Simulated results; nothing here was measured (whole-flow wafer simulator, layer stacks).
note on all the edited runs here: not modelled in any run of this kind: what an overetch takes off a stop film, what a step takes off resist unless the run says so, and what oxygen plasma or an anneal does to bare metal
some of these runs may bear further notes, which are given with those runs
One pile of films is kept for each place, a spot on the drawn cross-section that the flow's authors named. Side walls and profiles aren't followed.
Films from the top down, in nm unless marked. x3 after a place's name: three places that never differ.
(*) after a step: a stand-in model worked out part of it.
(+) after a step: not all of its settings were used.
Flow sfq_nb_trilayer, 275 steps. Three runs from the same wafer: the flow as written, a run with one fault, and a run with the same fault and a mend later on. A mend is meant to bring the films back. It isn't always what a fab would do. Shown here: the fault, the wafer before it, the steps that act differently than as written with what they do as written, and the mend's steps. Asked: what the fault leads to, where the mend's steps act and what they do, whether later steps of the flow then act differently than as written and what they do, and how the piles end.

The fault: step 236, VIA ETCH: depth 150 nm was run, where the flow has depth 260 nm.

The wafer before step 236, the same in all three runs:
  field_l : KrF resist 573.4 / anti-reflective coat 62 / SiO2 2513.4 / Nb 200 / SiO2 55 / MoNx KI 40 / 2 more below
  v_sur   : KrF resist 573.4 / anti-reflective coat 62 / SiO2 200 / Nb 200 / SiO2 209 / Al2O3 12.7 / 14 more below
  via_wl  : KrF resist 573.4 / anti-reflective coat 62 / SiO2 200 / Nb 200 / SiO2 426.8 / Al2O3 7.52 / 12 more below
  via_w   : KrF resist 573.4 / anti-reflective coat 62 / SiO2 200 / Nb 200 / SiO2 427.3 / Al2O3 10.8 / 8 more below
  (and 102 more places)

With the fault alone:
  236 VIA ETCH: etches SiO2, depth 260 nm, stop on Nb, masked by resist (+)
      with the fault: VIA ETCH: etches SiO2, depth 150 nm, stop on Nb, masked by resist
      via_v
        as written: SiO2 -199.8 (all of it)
        with the fault: SiO2 -150
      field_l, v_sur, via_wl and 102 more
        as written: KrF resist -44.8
        with the fault: KrF resist -25.9
  Later steps of the flow that act differently than as written (3 more steps differ only slightly, by at most 2% or 0.5 nm, whichever is larger, and aren't shown):
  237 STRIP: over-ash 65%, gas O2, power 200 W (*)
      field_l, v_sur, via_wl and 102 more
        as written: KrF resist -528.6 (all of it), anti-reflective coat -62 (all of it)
        with the fault: KrF resist -547.6 (all of it), anti-reflective coat -62 (all of it)
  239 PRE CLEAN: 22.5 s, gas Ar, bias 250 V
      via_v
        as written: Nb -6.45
        with the fault: SiO2 -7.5
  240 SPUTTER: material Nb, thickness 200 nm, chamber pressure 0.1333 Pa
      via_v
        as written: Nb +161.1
        with the fault: Nb +172.9 (new film)
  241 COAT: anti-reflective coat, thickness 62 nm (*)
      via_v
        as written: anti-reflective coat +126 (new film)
        with the fault: anti-reflective coat +113.8 (new film)
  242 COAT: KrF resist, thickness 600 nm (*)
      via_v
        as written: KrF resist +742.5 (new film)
        with the fault: KrF resist +702 (new film)
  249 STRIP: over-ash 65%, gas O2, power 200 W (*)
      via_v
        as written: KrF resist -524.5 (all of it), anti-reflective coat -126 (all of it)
        with the fault: KrF resist -484.2 (all of it), anti-reflective coat -113.8 (all of it)
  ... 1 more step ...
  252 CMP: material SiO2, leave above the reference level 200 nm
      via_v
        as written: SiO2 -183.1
        with the fault: SiO2 -157.1
  At the end the piles differ from the flow's by more than 2% or 0.5 nm, whichever is larger, at via_v.
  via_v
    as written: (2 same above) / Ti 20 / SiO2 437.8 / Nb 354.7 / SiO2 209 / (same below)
    with the fault: (2 same above) / Ti 20 / SiO2 377.2 / Nb 172.9 / SiO2 42.3 / Nb 200 / SiO2 209 / (same below)

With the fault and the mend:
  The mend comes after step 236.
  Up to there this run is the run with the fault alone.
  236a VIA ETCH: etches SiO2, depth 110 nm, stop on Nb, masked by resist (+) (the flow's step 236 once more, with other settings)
      field_l, v_sur, via_wl and 102 more
        KrF resist -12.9
      via_v
        SiO2 -49.8 (all of it)
  No later step of the flow acts differently than as written, at any place that is followed, by more than 2% or 0.5 nm, whichever is larger.
  At the end the piles are the same as the flow's at every place that both follow.
